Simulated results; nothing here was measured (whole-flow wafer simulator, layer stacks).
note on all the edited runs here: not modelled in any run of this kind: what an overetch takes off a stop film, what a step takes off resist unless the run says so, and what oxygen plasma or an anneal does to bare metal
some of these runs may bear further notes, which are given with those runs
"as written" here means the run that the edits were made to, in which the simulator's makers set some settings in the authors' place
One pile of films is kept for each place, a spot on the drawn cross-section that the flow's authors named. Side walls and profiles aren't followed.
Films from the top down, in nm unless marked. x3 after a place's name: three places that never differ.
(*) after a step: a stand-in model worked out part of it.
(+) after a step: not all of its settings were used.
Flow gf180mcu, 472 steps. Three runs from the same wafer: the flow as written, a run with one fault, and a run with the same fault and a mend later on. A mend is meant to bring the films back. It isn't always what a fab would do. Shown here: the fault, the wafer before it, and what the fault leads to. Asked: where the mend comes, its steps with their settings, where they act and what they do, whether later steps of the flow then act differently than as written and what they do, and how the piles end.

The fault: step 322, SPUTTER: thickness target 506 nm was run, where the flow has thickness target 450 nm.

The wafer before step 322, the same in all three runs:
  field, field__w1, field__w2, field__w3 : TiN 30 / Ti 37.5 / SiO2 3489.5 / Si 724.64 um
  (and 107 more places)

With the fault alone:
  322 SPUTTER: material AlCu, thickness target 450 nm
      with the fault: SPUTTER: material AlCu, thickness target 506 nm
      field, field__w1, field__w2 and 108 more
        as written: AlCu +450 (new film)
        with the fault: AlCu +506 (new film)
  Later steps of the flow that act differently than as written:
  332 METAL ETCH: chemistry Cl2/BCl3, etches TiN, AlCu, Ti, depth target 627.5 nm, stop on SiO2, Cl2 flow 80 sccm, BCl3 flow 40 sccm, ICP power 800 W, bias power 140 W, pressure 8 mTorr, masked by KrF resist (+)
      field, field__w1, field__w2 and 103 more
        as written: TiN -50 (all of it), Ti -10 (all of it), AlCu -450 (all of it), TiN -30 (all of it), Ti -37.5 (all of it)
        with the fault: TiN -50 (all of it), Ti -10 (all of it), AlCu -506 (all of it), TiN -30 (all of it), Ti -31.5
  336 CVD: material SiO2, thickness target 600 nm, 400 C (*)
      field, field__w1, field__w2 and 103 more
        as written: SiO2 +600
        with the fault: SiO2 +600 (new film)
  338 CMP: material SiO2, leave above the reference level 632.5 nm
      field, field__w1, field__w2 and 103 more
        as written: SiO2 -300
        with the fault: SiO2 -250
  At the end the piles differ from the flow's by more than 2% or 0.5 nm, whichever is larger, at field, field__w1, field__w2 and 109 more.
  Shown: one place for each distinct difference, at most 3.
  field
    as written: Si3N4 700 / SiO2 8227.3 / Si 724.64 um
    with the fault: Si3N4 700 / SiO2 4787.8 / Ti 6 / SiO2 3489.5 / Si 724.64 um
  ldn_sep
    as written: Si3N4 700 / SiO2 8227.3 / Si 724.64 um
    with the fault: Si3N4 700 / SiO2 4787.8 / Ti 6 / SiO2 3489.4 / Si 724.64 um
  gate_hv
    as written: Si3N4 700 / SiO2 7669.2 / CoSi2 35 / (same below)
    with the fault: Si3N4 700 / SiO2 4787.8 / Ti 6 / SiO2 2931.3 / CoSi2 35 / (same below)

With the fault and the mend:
  The mend comes after step 322.
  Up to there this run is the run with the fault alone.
  322a METAL ETCH: chemistry Cl2/BCl3, etches TiN, AlCu, Ti, depth target 56 nm, Cl2 flow 80 sccm, BCl3 flow 40 sccm, ICP power 800 W, bias power 140 W, pressure 8 mTorr (the flow's step 260 once more, with other settings)
      field, field__w1, field__w2 and 108 more
        AlCu -56
  No later step of the flow acts differently than as written at any place that is followed.
  At the end the piles are the same as the flow's at every place that both follow.
